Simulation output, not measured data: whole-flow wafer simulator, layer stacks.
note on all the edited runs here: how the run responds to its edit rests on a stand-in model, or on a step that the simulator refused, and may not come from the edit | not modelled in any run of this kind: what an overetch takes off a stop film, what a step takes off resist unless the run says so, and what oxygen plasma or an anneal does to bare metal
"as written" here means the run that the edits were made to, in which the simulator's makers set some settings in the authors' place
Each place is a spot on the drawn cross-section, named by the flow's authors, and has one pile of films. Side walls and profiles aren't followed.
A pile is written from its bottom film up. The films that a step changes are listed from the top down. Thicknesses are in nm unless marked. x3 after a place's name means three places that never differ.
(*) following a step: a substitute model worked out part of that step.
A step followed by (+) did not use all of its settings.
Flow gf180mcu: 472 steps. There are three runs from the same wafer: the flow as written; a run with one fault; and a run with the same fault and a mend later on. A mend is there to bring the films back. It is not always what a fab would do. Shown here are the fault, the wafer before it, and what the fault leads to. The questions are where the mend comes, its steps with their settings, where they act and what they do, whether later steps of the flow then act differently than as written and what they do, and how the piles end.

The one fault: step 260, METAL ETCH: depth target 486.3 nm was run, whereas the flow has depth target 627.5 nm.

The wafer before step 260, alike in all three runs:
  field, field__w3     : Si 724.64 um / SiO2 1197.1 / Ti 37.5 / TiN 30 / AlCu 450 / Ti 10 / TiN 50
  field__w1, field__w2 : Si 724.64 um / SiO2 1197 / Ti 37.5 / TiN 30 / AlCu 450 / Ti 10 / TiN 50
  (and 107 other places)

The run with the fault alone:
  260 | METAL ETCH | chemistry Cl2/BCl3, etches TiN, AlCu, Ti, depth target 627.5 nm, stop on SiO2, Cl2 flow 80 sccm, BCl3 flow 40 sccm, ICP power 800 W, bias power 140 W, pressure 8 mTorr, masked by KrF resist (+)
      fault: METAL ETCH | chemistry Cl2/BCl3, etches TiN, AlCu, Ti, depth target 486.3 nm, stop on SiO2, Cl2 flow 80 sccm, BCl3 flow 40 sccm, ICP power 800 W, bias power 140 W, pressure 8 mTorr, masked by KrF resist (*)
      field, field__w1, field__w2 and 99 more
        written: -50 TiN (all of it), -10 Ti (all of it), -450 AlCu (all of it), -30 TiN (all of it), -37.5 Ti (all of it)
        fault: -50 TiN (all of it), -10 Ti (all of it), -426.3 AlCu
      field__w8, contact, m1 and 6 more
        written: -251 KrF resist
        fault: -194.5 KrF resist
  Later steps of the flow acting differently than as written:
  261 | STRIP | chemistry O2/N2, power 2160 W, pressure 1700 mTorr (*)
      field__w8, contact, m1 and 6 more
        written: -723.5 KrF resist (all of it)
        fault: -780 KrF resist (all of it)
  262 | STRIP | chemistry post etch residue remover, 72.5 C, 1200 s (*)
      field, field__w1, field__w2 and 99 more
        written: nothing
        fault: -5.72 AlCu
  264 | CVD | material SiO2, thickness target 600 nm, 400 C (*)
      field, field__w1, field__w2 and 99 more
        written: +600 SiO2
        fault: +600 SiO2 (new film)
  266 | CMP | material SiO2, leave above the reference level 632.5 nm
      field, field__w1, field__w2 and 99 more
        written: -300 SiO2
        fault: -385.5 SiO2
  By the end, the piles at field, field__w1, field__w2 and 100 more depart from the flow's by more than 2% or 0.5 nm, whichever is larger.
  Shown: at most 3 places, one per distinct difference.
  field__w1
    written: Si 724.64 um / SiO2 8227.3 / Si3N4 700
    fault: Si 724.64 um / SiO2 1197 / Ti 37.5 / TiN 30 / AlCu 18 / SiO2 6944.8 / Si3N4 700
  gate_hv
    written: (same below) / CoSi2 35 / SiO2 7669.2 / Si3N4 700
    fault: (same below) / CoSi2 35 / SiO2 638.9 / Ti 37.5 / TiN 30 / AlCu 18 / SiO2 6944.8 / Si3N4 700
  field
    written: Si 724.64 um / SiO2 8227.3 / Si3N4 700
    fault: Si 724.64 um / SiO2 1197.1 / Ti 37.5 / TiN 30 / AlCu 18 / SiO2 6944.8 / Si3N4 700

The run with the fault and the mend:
  The mend stands after step 262.
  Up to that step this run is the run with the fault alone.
  262a | DEHYDRATE | 200 C, 60 s (the flow's step 253, run once more)
      leaves every film unchanged at each place that is followed
  262b | HMDS | 120 C, 60 s (the flow's step 254, run once more)
      leaves every film unchanged at each place that is followed
  262c | COAT | KrF resist, thickness 1000 nm (*) (the flow's step 255, run once more)
      iso_ptap_pw, iso_ntap_nw, iso_nw_fld and 33 more
        +1000 KrF resist (new film)
      field_sub, field_sub__w1, field_sub__w2 and 12 more
        +1002.8 KrF resist (new film)
      field__w11, field__w13, p_well and 7 more
        +1003.2 KrF resist (new film)
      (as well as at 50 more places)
  262d | SOFTBAKE | KrF resist (the flow's step 256, run once more)
      leaves every film unchanged at each place that is followed
  262e | EXPOSE | photomask Metal1 (the flow's step 257, run once more)
      leaves every film unchanged at each place that is followed
  262f | PEB | KrF resist, 135 C, 90 s (the flow's step 258, run once more)
      field__w1, field__w2, field__w3 and 56 more
        -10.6 KrF resist
      iso_ptap_pw, iso_ntap_nw, iso_nw_fld and 33 more
        -10.5 KrF resist
      gate_hv, sd_p
        -10.7 KrF resist
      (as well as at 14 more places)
  262g | DEVELOP | thickness 1000 nm, 60 s (the flow's step 259, run once more)
      iso_ptap_pw, iso_ntap_nw, iso_nw_fld and 33 more
        -989.5 KrF resist (all of it)
      field_sub__w4, ld_sd_p, ld_gate_p and 8 more
        -992.3 KrF resist (all of it)
      p_well, sti, spacer and 7 more
        -992.6 KrF resist (all of it)
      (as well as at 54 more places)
  262h | METAL ETCH | chemistry Cl2/BCl3, etches TiN, AlCu, Ti, depth target 141.2 nm, stop on SiO2, Cl2 flow 80 sccm, BCl3 flow 40 sccm, ICP power 800 W, bias power 140 W, pressure 8 mTorr, masked by KrF resist (+) (the flow's step 260, run once more with other settings)
      field, field__w1, field__w2 and 99 more
        -18 AlCu (all of it), -30 TiN (all of it), -37.5 Ti (all of it)
      field__w8, contact, m1 and 6 more
        -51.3 KrF resist
  262i | STRIP | chemistry O2/N2, power 2160 W, pressure 1700 mTorr (*) (the flow's step 261, run once more)
      field__w8
        -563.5 KrF resist (all of it)
      contact
        -561.4 KrF resist (all of it)
      m1
        -564.4 KrF resist (all of it)
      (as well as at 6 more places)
  262j | STRIP | chemistry post etch residue remover, 72.5 C, 1200 s (*) (the flow's step 262, run once more)
      field__w8, contact, m1 and 6 more
        -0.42 TiN
  Every later step of the flow that is run acts as written, at every place that is followed, to within 2% or 0.5 nm, whichever is larger.
  At the end the piles are close to the flow's at the places that both follow, differing by at most 2% or 0.5 nm, whichever is larger.
